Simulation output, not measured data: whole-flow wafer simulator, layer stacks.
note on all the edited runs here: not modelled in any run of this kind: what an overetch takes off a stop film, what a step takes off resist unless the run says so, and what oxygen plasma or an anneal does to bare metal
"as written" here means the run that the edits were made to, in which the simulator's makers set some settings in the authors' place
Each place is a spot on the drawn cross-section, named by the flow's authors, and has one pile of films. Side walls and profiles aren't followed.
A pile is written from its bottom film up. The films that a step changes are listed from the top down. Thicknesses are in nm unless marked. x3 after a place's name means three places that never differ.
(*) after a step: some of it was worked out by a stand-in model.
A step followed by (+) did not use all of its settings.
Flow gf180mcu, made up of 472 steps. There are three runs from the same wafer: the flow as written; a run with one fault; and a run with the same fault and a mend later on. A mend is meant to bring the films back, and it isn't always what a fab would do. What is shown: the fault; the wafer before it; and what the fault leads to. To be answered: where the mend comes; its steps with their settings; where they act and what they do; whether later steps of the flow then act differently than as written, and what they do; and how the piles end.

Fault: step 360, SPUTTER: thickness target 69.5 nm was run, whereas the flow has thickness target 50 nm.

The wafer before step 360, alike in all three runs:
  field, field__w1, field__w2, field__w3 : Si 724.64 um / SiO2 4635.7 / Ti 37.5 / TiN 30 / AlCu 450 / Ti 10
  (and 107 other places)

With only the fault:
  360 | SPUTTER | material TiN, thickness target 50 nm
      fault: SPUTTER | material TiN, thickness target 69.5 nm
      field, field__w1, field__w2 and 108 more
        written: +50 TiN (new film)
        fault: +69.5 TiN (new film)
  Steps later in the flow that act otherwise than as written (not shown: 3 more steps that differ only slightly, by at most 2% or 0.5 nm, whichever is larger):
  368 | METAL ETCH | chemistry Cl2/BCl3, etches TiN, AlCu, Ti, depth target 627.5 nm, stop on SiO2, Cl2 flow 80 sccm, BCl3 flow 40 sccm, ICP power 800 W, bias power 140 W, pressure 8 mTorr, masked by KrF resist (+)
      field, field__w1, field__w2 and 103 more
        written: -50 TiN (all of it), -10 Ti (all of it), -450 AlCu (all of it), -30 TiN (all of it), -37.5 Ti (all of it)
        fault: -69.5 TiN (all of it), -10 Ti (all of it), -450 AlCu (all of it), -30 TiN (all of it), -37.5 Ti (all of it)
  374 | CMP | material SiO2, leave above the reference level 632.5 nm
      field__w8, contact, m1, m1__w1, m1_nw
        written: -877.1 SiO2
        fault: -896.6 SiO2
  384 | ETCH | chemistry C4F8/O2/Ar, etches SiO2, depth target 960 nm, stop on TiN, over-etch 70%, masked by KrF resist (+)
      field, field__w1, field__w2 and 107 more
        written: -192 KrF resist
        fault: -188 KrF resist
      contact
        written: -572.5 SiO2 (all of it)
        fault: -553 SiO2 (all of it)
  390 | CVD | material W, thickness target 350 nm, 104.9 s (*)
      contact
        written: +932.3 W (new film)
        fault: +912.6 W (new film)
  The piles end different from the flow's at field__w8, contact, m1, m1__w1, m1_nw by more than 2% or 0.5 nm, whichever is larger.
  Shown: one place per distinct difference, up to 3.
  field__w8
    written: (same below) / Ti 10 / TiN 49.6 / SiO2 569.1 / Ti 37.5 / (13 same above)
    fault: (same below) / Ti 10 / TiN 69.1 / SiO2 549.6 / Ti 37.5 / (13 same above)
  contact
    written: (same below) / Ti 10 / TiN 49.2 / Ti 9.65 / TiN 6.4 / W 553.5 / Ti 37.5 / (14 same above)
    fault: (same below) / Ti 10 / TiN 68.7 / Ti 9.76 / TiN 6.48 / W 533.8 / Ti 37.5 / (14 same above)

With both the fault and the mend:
  After step 360 comes the mend.
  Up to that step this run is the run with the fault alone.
  360a | METAL ETCH | chemistry Cl2/BCl3, etches TiN, AlCu, Ti, depth target 19.5 nm, Cl2 flow 80 sccm, BCl3 flow 40 sccm, ICP power 800 W, bias power 140 W, pressure 8 mTorr (a further turn of the flow's step 260, with different settings)
      field, field__w1, field__w2 and 108 more
        -19.5 TiN
  Every later step of the flow that is run acts as written at every place that is followed.
  By the end, the piles equal the flow's at every place that both follow.
